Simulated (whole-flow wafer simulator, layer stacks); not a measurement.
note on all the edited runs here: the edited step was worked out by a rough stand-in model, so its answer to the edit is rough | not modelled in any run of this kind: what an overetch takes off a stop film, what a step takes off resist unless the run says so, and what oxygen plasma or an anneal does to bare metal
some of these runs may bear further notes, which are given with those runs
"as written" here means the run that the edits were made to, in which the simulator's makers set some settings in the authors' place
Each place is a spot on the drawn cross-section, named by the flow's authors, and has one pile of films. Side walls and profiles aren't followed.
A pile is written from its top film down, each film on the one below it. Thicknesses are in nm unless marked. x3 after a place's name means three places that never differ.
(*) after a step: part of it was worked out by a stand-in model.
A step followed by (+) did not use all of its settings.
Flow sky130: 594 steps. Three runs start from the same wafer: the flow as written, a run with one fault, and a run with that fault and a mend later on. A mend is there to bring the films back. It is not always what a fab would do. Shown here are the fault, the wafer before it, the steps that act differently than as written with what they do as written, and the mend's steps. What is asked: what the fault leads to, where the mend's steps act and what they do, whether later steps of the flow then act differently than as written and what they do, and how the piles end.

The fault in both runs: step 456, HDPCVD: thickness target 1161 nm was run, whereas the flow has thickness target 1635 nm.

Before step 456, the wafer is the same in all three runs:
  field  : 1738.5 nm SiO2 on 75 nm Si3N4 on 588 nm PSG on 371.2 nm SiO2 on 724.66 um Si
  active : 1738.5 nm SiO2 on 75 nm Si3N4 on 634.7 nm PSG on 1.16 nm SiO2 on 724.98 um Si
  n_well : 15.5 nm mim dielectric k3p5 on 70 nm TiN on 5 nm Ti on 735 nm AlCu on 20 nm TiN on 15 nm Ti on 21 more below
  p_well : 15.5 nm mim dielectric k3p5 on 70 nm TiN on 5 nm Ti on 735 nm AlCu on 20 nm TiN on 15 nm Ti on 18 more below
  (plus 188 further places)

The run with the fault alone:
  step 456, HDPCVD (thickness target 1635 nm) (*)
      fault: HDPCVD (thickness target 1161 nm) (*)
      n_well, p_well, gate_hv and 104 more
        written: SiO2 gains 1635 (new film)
        fault: SiO2 gains 1161 (new film)
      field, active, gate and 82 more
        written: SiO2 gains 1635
        fault: SiO2 gains 1161
  Later steps of the flow acting differently than as written (20 more steps, not shown, differ only slightly: by at most 2% or 0.5 nm, whichever is larger):
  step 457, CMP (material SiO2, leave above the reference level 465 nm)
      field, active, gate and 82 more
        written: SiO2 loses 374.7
        fault: nothing
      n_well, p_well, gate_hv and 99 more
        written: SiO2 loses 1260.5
        fault: SiO2 loses 786.5
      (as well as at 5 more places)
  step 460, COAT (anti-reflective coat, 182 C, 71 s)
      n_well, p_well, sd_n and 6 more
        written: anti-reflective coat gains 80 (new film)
        fault: anti-reflective coat gains 3 (new film)
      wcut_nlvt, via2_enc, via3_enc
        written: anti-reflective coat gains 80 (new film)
        fault: anti-reflective coat gains 24.1 (new film)
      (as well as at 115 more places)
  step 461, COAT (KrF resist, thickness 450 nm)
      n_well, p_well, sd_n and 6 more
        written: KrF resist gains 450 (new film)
        fault: KrF resist gains 425.7 (new film)
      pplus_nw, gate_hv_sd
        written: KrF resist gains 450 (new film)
        fault: KrF resist gains 426.5 (new film)
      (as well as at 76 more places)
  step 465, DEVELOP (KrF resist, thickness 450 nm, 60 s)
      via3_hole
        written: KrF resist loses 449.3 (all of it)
        fault: KrF resist loses 418.2 (all of it)
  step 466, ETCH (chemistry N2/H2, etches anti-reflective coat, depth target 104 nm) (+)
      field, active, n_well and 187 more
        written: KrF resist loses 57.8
        fault: KrF resist loses 16.3
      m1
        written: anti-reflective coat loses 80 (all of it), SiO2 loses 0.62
        fault: anti-reflective coat loses 19.6 (all of it), SiO2 loses 0.25
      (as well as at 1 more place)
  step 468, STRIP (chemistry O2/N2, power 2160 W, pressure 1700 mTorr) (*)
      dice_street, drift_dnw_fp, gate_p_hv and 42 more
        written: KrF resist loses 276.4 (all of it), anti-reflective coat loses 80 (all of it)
        fault: KrF resist loses 317.9 (all of it), anti-reflective coat loses 80 (all of it)
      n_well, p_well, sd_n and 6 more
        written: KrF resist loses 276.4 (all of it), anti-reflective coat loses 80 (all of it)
        fault: KrF resist loses 293.6 (all of it), anti-reflective coat loses 3 (all of it)
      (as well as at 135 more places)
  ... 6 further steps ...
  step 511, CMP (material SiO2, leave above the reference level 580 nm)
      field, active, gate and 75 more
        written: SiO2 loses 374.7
        fault: SiO2 loses 393.2
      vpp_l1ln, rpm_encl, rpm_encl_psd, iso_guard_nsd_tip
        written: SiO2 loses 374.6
        fault: SiO2 loses 393.2
  By the end, the piles at field, active, gate and 83 more depart from the flow's by more than 2% or 0.5 nm, whichever is larger.
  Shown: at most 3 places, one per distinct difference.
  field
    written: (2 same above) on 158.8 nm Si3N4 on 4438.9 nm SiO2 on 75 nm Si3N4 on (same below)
    fault: (2 same above) on 158.8 nm Si3N4 on 1451.3 nm SiO2 on 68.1 nm W on 20 nm TiN on 2899.5 nm SiO2 on 75 nm Si3N4 on (same below)
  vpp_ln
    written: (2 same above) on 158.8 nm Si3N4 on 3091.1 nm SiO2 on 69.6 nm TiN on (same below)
    fault: (2 same above) on 158.8 nm Si3N4 on 1451.3 nm SiO2 on 68.1 nm W on 20 nm TiN on 1551.7 nm SiO2 on 69.6 nm TiN on (same below)
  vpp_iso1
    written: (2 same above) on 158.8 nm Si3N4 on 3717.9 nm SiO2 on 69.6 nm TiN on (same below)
    fault: (2 same above) on 158.8 nm Si3N4 on 1451.3 nm SiO2 on 68.1 nm W on 20 nm TiN on 2178.5 nm SiO2 on 69.6 nm TiN on (same below)

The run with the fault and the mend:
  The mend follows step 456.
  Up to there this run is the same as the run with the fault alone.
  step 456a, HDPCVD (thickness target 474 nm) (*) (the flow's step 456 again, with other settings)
      field, active, n_well and 189 more
        SiO2 gains 474
  None of the later steps of the flow acts differently than as written at any place that is followed.
  The piles end the same as the flow's at every place that both follow.
